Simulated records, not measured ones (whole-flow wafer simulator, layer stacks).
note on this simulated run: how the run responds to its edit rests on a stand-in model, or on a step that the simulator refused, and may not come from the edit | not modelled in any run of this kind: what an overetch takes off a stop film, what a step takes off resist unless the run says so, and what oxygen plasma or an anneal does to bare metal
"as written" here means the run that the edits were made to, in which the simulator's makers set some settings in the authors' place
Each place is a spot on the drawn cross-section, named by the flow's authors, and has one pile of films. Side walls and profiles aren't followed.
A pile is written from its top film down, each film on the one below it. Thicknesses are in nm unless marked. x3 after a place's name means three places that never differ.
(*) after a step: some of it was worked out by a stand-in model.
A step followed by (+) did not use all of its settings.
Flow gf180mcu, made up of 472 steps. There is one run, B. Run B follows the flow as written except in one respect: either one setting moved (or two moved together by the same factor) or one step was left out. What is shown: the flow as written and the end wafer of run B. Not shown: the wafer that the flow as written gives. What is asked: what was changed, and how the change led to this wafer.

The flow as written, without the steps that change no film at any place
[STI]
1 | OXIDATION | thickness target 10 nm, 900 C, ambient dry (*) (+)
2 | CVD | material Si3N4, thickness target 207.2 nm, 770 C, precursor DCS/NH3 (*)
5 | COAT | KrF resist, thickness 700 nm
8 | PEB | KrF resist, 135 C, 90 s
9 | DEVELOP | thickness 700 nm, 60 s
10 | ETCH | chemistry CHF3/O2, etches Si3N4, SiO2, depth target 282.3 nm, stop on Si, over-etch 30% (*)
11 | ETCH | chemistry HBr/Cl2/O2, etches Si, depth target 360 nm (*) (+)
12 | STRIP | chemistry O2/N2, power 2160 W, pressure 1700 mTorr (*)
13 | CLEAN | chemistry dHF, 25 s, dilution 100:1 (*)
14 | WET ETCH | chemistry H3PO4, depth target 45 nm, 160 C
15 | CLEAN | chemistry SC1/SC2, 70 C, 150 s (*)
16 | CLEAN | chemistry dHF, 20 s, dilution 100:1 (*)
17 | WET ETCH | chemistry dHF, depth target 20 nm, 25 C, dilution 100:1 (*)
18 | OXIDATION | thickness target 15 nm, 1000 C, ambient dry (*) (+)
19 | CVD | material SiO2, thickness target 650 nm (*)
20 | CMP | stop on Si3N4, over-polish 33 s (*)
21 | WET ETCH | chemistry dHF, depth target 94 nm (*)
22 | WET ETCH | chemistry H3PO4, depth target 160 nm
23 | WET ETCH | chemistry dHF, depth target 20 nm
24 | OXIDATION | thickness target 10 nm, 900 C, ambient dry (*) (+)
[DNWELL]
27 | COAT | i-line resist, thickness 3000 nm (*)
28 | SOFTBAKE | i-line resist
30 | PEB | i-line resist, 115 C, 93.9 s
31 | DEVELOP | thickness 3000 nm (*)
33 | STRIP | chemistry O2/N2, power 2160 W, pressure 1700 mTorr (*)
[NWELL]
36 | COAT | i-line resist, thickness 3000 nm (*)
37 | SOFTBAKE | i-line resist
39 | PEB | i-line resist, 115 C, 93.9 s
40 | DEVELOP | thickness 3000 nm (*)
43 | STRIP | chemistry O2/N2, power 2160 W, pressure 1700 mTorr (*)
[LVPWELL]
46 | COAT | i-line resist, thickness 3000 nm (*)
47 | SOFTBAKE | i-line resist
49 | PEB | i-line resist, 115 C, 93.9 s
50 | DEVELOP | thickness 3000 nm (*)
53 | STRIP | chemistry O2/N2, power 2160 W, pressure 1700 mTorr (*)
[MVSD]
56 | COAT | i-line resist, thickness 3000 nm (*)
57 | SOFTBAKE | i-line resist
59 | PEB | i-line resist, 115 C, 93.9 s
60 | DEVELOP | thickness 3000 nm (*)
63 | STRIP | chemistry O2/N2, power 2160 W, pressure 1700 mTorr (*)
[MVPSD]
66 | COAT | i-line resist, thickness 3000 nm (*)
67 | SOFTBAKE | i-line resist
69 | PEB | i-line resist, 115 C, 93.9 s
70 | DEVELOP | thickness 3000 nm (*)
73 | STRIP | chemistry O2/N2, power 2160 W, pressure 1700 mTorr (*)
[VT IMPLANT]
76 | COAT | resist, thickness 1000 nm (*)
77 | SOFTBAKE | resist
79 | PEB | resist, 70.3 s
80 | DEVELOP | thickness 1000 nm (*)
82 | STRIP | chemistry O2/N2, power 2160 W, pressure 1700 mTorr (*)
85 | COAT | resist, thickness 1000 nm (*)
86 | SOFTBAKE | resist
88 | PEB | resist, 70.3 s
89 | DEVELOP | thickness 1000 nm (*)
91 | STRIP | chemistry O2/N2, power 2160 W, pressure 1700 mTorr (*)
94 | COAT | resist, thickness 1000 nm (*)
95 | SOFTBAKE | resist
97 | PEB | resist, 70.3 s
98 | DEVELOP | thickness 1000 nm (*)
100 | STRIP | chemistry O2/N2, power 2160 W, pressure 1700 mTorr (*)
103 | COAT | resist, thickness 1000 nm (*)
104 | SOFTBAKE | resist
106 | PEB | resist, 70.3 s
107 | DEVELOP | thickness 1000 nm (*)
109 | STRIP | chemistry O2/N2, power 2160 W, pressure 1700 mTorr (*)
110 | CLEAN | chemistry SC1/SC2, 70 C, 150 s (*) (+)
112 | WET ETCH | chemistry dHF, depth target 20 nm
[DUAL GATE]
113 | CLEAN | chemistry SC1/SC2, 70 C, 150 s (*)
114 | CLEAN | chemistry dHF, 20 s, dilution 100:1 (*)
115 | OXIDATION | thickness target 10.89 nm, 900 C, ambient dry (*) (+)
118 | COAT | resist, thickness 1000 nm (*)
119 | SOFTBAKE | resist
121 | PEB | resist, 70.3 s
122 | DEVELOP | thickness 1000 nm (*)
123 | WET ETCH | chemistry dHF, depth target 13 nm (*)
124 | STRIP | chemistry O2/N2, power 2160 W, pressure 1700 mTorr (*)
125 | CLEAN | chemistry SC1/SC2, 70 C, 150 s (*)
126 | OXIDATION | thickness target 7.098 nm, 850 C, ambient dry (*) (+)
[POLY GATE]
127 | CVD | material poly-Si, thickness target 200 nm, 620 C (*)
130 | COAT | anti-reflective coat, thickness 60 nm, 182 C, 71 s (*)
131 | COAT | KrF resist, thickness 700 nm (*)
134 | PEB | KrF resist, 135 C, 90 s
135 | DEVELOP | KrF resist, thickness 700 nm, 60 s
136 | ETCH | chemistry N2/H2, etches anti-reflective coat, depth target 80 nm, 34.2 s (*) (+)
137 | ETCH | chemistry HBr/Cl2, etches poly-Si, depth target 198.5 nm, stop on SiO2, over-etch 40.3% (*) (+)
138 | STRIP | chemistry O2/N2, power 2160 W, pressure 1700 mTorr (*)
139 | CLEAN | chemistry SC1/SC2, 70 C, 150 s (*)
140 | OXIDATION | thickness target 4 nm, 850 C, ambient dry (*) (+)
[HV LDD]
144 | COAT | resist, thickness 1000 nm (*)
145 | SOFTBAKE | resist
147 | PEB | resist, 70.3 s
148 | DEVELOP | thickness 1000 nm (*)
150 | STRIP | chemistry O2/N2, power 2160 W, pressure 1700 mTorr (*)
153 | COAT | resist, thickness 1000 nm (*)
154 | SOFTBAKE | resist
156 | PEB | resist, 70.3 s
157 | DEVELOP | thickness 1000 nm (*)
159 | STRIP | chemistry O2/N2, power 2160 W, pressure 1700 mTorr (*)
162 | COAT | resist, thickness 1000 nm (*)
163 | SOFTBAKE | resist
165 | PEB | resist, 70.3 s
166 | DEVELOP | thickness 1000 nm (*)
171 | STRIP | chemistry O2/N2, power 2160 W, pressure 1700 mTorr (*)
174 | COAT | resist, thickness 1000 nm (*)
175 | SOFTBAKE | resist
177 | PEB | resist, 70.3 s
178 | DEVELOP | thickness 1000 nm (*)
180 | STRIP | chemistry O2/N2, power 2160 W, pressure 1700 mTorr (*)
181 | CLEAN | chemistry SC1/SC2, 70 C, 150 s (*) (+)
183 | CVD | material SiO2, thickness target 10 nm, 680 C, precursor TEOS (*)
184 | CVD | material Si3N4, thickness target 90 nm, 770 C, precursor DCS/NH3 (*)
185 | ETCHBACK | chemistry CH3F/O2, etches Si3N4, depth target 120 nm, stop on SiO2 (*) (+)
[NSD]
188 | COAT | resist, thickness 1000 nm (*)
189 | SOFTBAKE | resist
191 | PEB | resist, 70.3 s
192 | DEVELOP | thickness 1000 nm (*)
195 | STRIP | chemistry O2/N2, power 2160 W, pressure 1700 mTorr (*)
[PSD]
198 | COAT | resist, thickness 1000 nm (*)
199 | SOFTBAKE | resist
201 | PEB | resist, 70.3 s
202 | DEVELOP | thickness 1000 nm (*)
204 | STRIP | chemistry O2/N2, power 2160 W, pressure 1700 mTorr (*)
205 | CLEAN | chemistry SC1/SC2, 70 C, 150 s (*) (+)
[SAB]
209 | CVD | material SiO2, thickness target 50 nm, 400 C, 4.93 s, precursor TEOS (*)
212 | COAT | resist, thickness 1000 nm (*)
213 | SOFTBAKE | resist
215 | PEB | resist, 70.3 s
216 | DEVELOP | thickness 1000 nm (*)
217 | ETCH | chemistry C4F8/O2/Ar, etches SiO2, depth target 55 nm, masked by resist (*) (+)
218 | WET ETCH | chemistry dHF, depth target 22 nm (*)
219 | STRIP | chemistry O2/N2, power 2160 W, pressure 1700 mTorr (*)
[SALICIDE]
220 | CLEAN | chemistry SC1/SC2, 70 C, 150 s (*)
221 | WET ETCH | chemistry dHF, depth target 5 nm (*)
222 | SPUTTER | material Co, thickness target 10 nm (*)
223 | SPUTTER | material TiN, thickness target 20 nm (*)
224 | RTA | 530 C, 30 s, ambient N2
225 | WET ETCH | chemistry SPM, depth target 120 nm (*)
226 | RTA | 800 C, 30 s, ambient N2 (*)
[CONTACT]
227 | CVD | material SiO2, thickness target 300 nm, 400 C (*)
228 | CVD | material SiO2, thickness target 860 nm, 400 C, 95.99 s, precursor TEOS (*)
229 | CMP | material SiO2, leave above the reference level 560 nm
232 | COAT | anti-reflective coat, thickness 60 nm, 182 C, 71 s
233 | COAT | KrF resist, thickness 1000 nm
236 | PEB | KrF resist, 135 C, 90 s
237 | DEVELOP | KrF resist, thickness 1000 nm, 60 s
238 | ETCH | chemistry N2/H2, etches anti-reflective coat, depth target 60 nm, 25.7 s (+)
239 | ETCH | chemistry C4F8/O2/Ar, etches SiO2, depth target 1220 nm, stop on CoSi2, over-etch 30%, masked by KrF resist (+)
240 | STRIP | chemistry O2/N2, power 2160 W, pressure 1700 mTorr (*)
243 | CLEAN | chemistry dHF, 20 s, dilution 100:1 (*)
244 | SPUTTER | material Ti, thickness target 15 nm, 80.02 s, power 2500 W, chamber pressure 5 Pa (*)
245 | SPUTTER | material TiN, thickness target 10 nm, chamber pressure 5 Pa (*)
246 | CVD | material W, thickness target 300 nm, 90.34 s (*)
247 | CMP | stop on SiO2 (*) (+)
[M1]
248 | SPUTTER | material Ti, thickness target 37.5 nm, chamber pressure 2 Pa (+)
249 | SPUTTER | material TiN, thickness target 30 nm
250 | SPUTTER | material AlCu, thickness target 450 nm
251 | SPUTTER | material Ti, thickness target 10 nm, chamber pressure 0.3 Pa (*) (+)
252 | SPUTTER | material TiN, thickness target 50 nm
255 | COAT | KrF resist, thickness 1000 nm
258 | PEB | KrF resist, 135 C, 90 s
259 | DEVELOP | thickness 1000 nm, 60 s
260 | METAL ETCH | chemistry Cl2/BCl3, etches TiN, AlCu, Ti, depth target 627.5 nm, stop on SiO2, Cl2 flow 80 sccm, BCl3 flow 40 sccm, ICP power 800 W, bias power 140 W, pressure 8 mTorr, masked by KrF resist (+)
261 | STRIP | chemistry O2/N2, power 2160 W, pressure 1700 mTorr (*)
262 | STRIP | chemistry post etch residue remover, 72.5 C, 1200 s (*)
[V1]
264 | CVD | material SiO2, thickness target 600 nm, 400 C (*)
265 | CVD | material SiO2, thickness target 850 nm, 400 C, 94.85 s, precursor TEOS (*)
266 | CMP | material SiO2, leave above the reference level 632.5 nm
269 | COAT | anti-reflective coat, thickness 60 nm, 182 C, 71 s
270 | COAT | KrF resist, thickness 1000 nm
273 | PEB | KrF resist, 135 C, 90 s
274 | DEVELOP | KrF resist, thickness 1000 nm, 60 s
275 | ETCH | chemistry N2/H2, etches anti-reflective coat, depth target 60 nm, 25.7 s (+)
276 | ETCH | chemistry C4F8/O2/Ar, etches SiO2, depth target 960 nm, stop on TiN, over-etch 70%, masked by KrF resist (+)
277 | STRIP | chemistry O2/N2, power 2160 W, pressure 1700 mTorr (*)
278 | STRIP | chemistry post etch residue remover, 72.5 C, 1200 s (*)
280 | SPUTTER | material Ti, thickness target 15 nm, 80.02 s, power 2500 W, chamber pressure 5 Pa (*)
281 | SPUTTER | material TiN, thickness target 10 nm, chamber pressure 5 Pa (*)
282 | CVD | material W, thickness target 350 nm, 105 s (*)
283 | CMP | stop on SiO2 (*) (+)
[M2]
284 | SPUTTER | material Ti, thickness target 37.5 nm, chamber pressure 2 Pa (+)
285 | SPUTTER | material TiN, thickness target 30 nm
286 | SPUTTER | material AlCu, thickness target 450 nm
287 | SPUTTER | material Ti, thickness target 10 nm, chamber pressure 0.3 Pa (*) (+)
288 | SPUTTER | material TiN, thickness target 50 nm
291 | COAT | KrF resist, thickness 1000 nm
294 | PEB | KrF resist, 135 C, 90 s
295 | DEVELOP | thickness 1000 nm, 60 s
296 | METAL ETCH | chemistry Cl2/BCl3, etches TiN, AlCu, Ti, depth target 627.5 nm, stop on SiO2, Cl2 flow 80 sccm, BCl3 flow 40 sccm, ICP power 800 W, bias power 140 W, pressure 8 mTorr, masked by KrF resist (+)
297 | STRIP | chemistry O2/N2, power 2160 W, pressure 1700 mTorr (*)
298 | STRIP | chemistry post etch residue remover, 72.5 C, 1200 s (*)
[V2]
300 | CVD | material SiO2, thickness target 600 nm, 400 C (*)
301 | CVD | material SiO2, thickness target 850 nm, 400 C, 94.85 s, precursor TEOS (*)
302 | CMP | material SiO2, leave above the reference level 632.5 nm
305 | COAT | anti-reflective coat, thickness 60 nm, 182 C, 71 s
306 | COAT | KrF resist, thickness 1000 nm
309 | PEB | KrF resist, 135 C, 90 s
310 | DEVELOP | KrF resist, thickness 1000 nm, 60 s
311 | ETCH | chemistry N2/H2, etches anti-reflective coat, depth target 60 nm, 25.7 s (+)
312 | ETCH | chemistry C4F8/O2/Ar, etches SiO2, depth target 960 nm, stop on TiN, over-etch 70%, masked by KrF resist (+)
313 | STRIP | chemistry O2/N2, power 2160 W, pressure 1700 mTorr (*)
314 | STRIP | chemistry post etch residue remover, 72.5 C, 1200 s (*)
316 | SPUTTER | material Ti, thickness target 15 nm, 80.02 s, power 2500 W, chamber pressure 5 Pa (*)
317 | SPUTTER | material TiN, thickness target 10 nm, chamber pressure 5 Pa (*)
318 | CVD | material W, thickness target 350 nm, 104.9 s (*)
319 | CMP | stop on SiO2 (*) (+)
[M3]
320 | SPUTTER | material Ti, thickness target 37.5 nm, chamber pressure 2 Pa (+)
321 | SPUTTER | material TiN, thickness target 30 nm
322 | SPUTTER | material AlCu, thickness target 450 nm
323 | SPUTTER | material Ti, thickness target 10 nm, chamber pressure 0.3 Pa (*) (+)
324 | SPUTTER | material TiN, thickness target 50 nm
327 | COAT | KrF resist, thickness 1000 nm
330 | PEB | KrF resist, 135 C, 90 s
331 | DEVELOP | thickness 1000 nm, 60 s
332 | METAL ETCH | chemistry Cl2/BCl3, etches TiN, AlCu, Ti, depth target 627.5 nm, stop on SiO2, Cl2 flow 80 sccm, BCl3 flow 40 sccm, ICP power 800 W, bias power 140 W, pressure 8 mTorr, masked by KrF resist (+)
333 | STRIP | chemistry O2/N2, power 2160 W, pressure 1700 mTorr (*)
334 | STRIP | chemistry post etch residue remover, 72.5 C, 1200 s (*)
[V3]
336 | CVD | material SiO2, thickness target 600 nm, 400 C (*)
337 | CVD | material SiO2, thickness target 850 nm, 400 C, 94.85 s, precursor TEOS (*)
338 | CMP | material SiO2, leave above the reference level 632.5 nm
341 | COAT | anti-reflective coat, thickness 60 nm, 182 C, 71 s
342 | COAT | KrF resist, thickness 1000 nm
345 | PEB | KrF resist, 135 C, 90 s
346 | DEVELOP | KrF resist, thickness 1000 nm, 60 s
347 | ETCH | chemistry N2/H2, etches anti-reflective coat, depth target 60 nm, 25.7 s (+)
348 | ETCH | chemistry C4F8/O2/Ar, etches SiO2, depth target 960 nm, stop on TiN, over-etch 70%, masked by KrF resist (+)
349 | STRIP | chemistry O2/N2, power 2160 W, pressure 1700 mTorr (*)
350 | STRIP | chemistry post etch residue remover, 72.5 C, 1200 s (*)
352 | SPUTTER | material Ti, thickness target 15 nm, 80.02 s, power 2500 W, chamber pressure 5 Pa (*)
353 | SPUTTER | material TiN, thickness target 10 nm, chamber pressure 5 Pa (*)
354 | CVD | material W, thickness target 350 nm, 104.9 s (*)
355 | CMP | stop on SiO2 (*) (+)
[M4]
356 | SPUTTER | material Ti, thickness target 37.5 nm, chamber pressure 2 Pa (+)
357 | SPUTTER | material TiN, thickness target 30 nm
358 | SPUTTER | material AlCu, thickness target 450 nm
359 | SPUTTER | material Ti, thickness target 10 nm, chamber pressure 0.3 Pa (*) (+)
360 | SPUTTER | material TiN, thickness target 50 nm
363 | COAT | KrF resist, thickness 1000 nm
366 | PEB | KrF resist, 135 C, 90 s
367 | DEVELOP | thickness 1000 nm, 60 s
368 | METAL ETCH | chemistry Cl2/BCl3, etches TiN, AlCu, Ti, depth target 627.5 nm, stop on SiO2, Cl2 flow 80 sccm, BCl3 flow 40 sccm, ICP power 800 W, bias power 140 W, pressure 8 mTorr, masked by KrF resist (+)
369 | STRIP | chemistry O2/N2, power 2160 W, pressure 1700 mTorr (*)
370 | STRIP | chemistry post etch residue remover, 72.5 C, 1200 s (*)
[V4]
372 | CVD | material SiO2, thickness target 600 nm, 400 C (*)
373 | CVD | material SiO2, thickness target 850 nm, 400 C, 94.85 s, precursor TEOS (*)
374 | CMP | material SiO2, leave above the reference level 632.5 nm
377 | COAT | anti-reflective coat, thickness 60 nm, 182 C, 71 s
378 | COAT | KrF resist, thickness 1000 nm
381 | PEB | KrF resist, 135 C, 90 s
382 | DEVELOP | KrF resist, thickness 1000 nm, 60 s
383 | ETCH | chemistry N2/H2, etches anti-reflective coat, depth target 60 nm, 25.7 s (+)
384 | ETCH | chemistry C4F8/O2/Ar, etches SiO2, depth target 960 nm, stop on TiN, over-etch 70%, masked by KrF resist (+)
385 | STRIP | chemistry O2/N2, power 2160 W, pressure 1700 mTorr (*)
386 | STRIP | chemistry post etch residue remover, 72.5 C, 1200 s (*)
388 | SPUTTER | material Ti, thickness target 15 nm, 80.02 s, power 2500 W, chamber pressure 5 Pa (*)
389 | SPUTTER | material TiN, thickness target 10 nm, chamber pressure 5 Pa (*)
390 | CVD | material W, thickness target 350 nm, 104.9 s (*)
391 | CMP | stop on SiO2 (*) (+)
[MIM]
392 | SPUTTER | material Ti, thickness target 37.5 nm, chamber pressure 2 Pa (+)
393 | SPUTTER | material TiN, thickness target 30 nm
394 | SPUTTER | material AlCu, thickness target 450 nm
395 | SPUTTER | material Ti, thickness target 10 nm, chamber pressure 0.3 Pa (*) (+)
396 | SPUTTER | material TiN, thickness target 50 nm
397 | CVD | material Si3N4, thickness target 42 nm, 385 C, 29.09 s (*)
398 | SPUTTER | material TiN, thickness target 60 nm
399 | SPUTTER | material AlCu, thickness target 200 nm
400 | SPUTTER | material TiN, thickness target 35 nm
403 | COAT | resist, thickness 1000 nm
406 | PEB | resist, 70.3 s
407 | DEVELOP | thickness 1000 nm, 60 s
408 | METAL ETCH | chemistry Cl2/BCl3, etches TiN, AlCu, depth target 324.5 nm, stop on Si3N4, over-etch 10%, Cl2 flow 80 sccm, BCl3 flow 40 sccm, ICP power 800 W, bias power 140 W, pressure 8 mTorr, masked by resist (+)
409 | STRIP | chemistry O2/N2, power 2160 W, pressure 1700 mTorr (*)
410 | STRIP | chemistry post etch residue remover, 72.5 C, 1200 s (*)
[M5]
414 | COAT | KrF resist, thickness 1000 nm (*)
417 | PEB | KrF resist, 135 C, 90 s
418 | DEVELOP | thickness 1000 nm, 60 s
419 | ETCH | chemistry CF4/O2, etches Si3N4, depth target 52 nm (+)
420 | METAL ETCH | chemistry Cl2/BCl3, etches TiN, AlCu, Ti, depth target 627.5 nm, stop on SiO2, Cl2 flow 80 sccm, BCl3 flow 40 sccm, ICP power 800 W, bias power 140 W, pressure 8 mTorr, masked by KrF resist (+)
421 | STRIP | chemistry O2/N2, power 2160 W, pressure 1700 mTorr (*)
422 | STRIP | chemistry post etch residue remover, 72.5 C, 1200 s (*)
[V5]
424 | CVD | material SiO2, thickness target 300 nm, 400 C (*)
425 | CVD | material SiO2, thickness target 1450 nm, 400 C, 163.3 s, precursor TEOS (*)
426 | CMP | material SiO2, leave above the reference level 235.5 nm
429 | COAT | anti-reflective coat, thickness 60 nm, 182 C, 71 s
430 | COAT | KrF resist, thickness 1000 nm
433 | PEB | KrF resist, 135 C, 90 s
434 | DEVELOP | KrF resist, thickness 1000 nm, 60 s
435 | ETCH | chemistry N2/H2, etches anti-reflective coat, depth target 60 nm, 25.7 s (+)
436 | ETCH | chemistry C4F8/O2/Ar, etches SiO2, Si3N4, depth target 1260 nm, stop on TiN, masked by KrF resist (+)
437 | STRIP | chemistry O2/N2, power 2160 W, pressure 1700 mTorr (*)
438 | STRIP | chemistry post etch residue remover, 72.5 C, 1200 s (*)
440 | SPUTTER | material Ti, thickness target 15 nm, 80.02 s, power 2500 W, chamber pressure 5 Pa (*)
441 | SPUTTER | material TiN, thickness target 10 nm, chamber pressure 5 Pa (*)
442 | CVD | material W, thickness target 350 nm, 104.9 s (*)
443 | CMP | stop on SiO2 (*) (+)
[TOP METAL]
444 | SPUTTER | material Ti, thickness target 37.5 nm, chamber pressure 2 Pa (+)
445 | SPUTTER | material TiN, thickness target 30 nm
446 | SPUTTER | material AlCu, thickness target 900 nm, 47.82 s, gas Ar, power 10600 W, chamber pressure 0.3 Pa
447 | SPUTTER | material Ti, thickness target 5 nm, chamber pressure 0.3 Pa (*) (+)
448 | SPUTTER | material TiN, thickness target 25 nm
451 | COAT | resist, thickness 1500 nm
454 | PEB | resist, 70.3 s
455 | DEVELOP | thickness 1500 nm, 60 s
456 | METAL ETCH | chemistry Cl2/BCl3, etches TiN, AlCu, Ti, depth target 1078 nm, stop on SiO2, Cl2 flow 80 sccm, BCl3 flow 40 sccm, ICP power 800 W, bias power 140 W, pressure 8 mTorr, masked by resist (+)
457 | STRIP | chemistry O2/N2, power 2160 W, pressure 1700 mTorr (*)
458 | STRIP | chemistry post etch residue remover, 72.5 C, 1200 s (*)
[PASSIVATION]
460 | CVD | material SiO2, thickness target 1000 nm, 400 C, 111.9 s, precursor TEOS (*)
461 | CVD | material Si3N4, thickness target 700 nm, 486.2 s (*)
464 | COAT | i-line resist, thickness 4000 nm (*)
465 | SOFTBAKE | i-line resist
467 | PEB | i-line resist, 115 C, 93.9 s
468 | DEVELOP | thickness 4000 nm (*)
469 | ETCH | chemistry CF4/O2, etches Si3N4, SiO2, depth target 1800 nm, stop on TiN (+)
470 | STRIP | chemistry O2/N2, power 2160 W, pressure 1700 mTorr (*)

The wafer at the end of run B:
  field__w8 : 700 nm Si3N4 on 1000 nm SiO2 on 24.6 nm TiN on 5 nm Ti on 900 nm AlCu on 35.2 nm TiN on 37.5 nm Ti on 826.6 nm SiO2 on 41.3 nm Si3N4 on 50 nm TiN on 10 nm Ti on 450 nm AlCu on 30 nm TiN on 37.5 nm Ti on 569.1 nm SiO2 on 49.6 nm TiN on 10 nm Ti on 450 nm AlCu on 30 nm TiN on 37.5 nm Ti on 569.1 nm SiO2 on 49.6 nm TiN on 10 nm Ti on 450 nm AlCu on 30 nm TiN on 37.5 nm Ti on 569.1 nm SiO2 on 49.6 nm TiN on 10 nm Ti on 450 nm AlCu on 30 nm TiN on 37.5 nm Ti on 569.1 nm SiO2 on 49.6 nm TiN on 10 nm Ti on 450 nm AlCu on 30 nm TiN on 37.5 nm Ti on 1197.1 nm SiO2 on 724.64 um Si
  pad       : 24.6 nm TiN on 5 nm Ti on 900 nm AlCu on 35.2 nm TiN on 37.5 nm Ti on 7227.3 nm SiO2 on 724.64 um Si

Cause: step 445, SPUTTER: thickness target 35.2 nm was run, while the flow as written has thickness target 30 nm.
One can read it off the wafer: field__w8 has TiN 35.2, and step 445 as written asks for 30 nm.

Step by step, how the change led to this:
  445 | SPUTTER | material TiN, thickness target 30 nm
      field, field__w1, field__w2 and 109 more: TiN gains 35.2 (new film) (in the flow as written it would be: TiN gains 30 (new film))
  456 | METAL ETCH | chemistry Cl2/BCl3, etches TiN, AlCu, Ti, depth target 1078 nm, stop on SiO2, Cl2 flow 80 sccm, BCl3 flow 40 sccm, ICP power 800 W, bias power 140 W, pressure 8 mTorr, masked by resist (+)
      field, field__w1, field__w2 and 103 more: TiN loses 25 (all of it), Ti loses 5 (all of it), AlCu loses 900 (all of it), TiN loses 35.2 (all of it), Ti loses 37.5 (all of it) (in the flow as written it would be: TiN loses 25 (all of it), Ti loses 5 (all of it), AlCu loses 900 (all of it), TiN loses 30 (all of it), Ti loses 37.5 (all of it))
  465 | SOFTBAKE | i-line resist
      gate: i-line resist loses 0.3 (in the flow as written it would be: i-line resist gains 1.79)
      field__w11, field__w13: i-line resist gains 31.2 (in the flow as written it would be: i-line resist gains 37.6)
      (as well as at 57 more places)
